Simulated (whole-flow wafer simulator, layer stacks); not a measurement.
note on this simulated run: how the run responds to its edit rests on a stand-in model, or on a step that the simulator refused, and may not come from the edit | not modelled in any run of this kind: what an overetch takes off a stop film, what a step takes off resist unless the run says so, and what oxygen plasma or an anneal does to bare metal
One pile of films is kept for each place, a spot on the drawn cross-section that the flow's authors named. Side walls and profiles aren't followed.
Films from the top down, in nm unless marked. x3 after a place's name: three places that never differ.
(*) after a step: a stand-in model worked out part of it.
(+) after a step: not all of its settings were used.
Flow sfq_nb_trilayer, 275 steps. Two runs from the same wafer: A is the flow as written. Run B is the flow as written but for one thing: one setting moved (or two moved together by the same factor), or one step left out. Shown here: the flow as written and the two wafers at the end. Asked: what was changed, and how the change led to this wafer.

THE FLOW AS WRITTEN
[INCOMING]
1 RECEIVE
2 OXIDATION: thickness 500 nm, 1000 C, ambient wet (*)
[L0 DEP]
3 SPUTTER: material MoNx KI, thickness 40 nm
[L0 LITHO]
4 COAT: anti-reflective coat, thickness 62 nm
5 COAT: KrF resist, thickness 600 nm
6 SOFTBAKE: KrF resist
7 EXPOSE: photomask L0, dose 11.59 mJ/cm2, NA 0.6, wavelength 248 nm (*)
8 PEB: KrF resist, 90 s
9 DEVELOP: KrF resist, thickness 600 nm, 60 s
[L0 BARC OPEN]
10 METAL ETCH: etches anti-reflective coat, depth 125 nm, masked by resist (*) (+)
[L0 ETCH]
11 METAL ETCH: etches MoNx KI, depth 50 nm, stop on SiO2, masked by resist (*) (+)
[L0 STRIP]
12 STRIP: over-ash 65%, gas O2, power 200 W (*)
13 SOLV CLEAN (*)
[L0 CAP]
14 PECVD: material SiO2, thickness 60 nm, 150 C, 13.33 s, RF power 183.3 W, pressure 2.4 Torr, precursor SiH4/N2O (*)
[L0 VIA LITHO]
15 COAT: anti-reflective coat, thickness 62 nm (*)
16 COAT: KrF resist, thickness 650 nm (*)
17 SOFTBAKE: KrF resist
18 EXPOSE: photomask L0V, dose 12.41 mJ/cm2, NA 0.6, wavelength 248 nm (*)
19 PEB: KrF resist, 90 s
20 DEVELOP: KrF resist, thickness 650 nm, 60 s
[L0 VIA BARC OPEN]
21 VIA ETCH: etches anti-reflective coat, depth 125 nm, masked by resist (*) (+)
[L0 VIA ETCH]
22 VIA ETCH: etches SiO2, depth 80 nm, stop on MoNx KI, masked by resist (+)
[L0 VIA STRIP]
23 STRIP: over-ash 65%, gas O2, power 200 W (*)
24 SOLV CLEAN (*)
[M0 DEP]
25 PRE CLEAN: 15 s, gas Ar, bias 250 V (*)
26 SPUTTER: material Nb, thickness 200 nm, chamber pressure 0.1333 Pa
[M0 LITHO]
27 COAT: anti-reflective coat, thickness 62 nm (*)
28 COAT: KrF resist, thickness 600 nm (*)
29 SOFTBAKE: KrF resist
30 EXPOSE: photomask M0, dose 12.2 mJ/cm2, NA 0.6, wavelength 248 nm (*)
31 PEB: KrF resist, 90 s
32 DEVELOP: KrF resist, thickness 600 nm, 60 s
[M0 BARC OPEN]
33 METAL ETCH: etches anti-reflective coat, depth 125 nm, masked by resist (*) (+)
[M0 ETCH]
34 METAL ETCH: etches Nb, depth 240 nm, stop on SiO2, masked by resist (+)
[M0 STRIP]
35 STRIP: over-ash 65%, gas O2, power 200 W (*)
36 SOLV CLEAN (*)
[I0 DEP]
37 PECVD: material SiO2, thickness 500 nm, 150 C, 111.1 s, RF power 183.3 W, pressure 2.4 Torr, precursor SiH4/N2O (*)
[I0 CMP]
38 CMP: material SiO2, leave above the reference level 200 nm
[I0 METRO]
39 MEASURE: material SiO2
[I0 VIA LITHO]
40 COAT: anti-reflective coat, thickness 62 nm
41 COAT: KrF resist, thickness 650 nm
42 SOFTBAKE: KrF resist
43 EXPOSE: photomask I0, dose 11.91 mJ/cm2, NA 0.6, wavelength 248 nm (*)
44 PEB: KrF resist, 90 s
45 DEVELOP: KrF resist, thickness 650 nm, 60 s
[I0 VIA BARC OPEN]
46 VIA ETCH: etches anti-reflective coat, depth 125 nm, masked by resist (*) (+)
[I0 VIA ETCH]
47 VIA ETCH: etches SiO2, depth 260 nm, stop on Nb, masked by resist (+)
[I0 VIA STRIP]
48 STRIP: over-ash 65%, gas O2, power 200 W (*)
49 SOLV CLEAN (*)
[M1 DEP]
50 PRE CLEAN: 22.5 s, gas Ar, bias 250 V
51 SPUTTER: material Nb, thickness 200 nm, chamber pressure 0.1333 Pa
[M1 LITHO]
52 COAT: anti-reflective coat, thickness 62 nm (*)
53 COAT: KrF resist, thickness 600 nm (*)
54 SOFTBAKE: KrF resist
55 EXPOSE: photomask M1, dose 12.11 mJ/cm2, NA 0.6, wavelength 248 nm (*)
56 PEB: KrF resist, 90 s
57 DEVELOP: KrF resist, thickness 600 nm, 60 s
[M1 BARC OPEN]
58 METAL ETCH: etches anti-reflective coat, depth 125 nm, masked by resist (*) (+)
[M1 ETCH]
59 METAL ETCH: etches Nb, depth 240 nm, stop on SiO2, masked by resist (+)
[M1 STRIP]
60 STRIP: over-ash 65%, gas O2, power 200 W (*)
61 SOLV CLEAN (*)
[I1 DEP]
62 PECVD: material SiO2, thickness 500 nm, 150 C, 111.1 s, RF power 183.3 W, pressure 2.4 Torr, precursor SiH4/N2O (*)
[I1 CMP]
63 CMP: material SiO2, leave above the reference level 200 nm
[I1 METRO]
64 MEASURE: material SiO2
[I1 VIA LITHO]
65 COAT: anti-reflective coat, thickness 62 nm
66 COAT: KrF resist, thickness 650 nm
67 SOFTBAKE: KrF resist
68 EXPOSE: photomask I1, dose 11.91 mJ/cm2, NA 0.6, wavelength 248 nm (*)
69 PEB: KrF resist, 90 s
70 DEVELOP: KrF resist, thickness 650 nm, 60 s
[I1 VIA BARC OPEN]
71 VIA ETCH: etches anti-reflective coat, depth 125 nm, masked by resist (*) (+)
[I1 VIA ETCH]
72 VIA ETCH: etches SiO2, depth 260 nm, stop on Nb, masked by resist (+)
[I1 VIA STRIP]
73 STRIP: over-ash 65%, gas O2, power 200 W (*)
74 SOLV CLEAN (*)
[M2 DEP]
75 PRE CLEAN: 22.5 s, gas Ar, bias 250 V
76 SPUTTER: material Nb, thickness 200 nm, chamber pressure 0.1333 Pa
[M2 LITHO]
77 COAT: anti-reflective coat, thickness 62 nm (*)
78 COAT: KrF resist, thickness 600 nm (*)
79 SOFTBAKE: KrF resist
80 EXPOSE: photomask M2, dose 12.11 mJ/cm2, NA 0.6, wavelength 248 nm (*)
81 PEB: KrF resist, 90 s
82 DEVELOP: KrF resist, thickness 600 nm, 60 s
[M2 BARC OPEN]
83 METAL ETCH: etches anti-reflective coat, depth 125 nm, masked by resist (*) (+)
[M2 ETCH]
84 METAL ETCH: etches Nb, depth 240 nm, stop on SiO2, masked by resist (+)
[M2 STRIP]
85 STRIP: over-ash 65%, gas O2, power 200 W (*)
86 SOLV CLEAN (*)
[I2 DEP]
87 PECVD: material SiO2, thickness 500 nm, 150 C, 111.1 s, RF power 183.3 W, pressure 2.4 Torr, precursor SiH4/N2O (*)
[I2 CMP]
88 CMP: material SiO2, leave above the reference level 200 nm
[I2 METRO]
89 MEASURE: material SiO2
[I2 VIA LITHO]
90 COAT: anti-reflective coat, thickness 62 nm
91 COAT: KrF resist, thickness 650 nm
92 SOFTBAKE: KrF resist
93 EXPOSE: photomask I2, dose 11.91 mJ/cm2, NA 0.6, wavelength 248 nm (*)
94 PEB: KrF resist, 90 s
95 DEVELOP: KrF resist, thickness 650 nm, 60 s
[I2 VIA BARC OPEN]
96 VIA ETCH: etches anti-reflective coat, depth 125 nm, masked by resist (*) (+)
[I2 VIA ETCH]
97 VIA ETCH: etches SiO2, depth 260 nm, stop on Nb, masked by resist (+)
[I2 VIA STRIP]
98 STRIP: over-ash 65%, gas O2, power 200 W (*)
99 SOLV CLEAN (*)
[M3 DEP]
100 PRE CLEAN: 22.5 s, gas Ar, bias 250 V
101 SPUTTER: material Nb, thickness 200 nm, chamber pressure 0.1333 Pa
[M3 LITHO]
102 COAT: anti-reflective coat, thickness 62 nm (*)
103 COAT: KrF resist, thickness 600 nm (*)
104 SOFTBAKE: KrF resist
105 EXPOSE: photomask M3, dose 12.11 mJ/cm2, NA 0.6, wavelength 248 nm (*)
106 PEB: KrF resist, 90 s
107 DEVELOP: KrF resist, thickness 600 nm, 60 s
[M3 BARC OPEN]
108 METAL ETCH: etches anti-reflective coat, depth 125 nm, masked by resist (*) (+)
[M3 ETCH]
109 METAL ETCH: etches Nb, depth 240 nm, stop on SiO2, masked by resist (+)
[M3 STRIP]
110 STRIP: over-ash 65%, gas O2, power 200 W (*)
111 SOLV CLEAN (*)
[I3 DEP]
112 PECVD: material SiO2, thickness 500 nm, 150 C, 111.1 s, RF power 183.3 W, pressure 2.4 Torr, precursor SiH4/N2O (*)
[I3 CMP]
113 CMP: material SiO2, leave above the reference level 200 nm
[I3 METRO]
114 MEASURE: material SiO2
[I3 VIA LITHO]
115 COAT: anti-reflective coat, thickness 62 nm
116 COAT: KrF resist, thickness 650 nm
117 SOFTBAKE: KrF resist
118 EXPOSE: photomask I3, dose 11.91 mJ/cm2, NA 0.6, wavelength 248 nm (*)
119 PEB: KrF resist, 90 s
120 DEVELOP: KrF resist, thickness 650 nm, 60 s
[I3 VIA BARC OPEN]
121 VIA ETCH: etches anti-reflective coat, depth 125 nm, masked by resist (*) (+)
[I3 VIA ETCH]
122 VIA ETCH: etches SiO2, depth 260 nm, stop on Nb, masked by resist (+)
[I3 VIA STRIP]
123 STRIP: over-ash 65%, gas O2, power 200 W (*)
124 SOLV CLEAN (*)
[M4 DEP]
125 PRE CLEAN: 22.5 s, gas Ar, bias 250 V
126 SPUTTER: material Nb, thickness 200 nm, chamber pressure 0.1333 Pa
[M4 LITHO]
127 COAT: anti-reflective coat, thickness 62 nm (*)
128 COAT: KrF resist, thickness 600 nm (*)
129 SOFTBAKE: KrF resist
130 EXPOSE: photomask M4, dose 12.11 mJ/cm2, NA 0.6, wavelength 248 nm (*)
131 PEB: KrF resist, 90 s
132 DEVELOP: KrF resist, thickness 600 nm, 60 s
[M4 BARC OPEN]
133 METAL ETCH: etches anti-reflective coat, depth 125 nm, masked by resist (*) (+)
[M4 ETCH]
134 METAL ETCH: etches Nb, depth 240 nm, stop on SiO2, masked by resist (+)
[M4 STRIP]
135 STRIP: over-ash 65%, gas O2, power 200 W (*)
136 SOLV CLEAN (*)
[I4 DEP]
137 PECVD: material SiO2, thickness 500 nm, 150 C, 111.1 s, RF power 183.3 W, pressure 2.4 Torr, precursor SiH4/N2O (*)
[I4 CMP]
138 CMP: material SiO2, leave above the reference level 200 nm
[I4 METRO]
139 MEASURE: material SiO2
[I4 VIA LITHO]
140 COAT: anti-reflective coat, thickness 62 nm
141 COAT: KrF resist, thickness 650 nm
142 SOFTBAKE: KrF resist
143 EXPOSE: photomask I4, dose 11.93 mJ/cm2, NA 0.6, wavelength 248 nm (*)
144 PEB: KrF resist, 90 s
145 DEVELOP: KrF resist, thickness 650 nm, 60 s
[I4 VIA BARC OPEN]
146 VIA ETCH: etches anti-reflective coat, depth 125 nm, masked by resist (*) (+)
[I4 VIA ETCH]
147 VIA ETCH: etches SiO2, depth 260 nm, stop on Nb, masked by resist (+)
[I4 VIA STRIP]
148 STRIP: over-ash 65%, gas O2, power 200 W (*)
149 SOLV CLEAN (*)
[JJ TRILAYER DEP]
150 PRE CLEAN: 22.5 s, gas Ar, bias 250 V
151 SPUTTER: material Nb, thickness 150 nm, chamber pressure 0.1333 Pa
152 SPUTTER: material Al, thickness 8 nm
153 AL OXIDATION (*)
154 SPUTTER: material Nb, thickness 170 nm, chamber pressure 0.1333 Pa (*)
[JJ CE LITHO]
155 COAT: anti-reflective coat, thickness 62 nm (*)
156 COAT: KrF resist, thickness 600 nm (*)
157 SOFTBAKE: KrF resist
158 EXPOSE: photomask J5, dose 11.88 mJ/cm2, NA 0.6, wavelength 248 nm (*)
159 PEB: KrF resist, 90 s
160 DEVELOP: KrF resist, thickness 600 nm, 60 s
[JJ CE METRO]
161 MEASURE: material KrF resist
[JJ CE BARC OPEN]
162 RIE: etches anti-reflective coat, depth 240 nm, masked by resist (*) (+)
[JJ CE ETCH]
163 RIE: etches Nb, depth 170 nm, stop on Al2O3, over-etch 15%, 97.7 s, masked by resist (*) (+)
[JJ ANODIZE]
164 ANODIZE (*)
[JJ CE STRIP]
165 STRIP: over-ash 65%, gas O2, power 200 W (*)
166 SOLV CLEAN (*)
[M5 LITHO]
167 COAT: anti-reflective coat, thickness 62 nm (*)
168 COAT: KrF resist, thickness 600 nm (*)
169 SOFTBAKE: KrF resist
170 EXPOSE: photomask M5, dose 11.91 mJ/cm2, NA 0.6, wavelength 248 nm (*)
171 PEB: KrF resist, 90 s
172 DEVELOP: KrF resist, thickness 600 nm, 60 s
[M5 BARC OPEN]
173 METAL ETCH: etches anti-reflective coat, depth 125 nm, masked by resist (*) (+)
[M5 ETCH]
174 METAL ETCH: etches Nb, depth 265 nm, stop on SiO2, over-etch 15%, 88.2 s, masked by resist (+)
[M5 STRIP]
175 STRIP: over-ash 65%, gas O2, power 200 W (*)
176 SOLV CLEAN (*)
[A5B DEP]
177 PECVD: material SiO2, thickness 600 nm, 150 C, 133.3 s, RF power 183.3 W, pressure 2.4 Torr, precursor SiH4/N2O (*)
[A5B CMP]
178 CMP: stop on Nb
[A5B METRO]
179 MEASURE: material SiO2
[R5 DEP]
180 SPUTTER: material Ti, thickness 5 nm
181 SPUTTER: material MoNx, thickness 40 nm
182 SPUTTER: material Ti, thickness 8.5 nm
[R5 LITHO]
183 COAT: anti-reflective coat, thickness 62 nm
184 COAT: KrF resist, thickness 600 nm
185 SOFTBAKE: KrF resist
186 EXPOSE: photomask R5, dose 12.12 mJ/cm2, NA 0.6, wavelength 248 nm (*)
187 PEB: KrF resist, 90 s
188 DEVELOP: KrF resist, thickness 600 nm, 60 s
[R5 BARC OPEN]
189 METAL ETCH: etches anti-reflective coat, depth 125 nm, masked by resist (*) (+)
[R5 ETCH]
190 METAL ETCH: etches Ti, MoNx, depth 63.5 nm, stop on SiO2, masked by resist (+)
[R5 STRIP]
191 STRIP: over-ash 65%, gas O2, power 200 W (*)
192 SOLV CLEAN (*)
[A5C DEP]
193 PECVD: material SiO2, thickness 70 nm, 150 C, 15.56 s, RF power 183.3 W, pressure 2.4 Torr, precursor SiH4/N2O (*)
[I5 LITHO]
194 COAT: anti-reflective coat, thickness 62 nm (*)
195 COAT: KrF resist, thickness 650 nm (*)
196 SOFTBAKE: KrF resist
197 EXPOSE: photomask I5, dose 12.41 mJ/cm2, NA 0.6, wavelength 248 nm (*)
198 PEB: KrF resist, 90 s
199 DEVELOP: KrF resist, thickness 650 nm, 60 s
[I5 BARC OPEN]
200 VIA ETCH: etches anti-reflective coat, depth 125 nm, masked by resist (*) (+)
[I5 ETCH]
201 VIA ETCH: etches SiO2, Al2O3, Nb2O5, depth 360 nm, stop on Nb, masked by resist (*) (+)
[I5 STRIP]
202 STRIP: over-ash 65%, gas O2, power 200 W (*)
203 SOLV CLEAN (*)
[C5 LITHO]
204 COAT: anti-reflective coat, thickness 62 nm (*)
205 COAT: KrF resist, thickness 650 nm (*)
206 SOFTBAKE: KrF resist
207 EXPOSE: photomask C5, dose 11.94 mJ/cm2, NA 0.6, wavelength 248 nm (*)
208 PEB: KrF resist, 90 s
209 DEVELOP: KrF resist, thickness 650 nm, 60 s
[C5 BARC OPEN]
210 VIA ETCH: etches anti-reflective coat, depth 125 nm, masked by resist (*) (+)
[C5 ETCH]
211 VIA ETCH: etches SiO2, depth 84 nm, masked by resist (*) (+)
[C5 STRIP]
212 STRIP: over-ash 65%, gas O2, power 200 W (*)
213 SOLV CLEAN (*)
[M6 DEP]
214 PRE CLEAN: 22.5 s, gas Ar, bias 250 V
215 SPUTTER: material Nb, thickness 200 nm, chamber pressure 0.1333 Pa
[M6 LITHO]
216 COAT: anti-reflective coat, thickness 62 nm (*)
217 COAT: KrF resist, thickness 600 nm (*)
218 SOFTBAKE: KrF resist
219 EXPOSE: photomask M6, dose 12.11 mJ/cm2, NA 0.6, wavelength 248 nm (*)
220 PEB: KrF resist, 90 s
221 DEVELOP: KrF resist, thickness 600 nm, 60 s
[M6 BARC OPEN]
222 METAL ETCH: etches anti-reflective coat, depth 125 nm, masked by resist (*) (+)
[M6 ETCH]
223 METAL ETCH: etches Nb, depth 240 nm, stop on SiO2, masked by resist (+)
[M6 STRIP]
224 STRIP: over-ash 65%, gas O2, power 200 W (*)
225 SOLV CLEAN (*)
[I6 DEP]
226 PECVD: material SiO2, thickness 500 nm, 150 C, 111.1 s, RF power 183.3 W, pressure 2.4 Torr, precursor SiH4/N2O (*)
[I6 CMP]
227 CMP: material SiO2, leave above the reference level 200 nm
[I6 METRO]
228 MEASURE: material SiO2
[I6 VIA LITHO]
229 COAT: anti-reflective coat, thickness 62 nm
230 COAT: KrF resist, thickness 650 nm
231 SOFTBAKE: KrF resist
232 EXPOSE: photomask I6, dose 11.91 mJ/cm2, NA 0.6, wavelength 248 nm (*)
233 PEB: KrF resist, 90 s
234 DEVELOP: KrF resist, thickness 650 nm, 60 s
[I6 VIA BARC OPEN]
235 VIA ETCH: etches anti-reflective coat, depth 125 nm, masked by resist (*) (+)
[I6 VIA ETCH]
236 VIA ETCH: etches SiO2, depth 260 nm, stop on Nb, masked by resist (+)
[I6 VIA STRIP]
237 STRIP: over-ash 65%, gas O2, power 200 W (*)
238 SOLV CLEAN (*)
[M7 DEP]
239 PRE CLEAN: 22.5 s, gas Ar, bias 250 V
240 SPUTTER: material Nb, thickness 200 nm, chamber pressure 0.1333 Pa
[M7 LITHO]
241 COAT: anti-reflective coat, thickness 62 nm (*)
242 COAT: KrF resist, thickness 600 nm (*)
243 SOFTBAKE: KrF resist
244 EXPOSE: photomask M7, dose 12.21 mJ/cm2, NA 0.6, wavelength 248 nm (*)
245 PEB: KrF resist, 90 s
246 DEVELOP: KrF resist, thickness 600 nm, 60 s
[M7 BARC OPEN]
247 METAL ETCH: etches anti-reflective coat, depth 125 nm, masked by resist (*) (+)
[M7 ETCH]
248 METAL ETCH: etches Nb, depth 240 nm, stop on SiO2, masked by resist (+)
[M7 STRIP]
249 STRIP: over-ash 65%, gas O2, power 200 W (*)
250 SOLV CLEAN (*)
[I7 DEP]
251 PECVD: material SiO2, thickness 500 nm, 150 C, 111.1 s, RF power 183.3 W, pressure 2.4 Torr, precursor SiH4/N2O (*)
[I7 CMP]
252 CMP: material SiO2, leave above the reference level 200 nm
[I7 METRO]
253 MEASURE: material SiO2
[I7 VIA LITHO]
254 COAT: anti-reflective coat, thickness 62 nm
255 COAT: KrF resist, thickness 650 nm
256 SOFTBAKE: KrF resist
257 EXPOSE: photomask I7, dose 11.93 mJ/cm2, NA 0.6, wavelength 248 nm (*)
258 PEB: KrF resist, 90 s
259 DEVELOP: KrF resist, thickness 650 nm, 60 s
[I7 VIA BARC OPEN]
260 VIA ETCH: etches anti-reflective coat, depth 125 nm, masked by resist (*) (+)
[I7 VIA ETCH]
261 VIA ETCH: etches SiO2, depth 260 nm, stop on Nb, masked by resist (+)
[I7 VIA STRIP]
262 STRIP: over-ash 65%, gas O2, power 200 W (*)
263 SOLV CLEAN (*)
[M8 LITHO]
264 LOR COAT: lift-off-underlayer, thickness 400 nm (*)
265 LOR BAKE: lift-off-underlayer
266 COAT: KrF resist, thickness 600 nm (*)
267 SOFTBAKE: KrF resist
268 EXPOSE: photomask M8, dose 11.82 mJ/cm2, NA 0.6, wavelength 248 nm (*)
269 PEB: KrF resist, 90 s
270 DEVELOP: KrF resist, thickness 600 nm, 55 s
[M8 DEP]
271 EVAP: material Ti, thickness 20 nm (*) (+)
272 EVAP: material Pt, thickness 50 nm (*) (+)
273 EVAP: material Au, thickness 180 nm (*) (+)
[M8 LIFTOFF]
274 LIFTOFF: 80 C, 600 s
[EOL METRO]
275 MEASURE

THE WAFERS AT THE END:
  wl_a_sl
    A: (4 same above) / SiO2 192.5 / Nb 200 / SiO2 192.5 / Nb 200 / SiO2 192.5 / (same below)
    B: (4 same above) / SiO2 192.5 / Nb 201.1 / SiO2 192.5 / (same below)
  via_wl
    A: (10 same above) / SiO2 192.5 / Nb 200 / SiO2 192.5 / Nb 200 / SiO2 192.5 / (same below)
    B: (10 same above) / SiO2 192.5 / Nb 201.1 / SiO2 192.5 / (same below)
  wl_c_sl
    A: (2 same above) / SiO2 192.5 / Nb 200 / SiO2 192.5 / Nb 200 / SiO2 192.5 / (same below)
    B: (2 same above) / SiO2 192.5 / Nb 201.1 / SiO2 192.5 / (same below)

The cause: step 87, PECVD: material SiO2, thickness 500 nm, 150 C, 111.1 s, RF power 183.3 W, pressure 2.4 Torr, precursor SiH4/N2O (*), was left out.

How the change led to this, step by step:
  88 CMP: material SiO2, leave above the reference level 200 nm
      field_l, be, be_sur and 81 more: A SiO2 -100 | B nothing
      v_sur, via_wl, via_w and 18 more: A SiO2 -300 | B Nb -192.5
      (and at 1 more place)
  90 COAT: anti-reflective coat, thickness 62 nm
      m5r_linepad_l, m5r_linepad_r: A anti-reflective coat +62 (new film) | B anti-reflective coat +64.6 (new film)
      r5r_spacepad_l, r5r_spacepad_r: A anti-reflective coat +62 (new film) | B anti-reflective coat +64.7 (new film)
      (and at 6 more places)
  97 VIA ETCH: etches SiO2, depth 260 nm, stop on Nb, masked by resist (+)
      via_w: A SiO2 -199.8 (all of it) | B Nb -7.5 (all of it), SiO2 -170
  98 STRIP: over-ash 65%, gas O2, power 200 W (*)
      m5r_linepad_l, m5r_linepad_r: A KrF resist -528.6 (all of it), anti-reflective coat -62 (all of it) | B KrF resist -528 (all of it), anti-reflective coat -64.6 (all of it)
      r5r_spacepad_l, r5r_spacepad_r: A KrF resist -528.6 (all of it), anti-reflective coat -62 (all of it) | B KrF resist -528.3 (all of it), anti-reflective coat -64.7 (all of it)
      (and at 6 more places)
  100 PRE CLEAN: 22.5 s, gas Ar, bias 250 V
      v_sur, via_wl, via_wr and 18 more: A SiO2 -7.5 | B Nb -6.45
      via_w: A Nb -6.45 | B SiO2 -7.5
  101 SPUTTER: material Nb, thickness 200 nm, chamber pressure 0.1333 Pa
      v_sur, via_wl, via_wr and 18 more: A Nb +200 (new film) | B Nb +200
      via_w: A Nb +165.5 | B Nb +170 (new film)
  102 COAT: anti-reflective coat, thickness 62 nm (*)
      wl_d_sl, wl_d_sr, r5r_line_l: A anti-reflective coat +62 (new film) | B anti-reflective coat +63.4 (new film)
      via_wl, via_wr: A anti-reflective coat +34.2 (new film) | B anti-reflective coat +34.9 (new film)
      (and at 12 more places)
  103 COAT: KrF resist, thickness 600 nm (*)
      via_w: A KrF resist +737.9 (new film) | B KrF resist +718.2 (new film)
      via_v: A KrF resist +595.2 (new film) | B KrF resist +607.6 (new film)
  108 METAL ETCH: etches anti-reflective coat, depth 125 nm, masked by resist (*) (+)
      wl_d_sl, wl_d_sr, r5r_line_l: A anti-reflective coat -62 (all of it) | B anti-reflective coat -63.4 (all of it)
      m5r_linepad_l, m5r_linepad_r: A anti-reflective coat -62 (all of it) | B anti-reflective coat -65.1 (all of it)
      (and at 5 more places)
  110 STRIP: over-ash 65%, gas O2, power 200 W (*)
      via_wl, via_wr: A KrF resist -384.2 (all of it), anti-reflective coat -34.2 (all of it) | B KrF resist -381.3 (all of it), anti-reflective coat -34.9 (all of it)
      v_sur: A KrF resist -365.3 (all of it), anti-reflective coat -61.1 (all of it) | B KrF resist -363.6 (all of it), anti-reflective coat -59.2 (all of it)
      (and at 4 more places)
  112 PECVD: material SiO2, thickness 500 nm, 150 C, 111.1 s, RF power 183.3 W, pressure 2.4 Torr, precursor SiH4/N2O (*)
      via_w: A SiO2 +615 (new film) | B SiO2 +590.2 (new film)
  113 CMP: material SiO2, leave above the reference level 200 nm
      field_l, be, be_sur and 64 more: A SiO2 -100 | B SiO2 -91.4
      p4_w1, p4_w2, p4_w3 and 6 more: A SiO2 -300 | B SiO2 -291.4
      (and at 9 more places)
  122 VIA ETCH: etches SiO2, depth 260 nm, stop on Nb, masked by resist (+)
      via_v: A SiO2 -199.8 (all of it) | B SiO2 -231.8 (all of it)
  126 SPUTTER: material Nb, thickness 200 nm, chamber pressure 0.1333 Pa
      via_v: A Nb +165.5 | B Nb +158.7
  127 COAT: anti-reflective coat, thickness 62 nm (*)
      via_v: A anti-reflective coat +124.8 (new film) | B anti-reflective coat +131.6 (new film)
  128 COAT: KrF resist, thickness 600 nm (*)
      via_v: A KrF resist +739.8 (new film) | B KrF resist +766.4 (new film)
  ... 1 more step ...
  137 PECVD: material SiO2, thickness 500 nm, 150 C, 111.1 s, RF power 183.3 W, pressure 2.4 Torr, precursor SiH4/N2O (*)
      via_v: A SiO2 +615 (new film) | B SiO2 +653.8 (new film)
Counting metal films that touch as one body, wl_a_sl has 5 bodies (between them, from the top down: SiO2 975.9; SiO2 192.5; SiO2 192.5; SiO2 192.5); the flow as written gives 6 bodies (between them, from the top down: SiO2 975.9; SiO2 192.5; SiO2 192.5; SiO2 192.5; SiO2 192.5).
Counting metal films that touch as one body, via_wl has 6 bodies (between them, from the top down: SiO2 192.5; SiO2 426.8 / Al2O3 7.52 / Nb2O5 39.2; SiO2 192.5; SiO2 192.5; SiO2 192.5); the flow as written gives 7 bodies (between them, from the top down: SiO2 192.5; SiO2 426.8 / Al2O3 7.52 / Nb2O5 39.2; SiO2 192.5; SiO2 192.5; SiO2 192.5; SiO2 192.5).
Counting metal films that touch as one body, wl_c_sl has 4 bodies (between them, from the top down: SiO2 192.5; SiO2 192.5; SiO2 192.5); the flow as written gives 5 bodies (between them, from the top down: SiO2 192.5; SiO2 192.5; SiO2 192.5; SiO2 192.5).
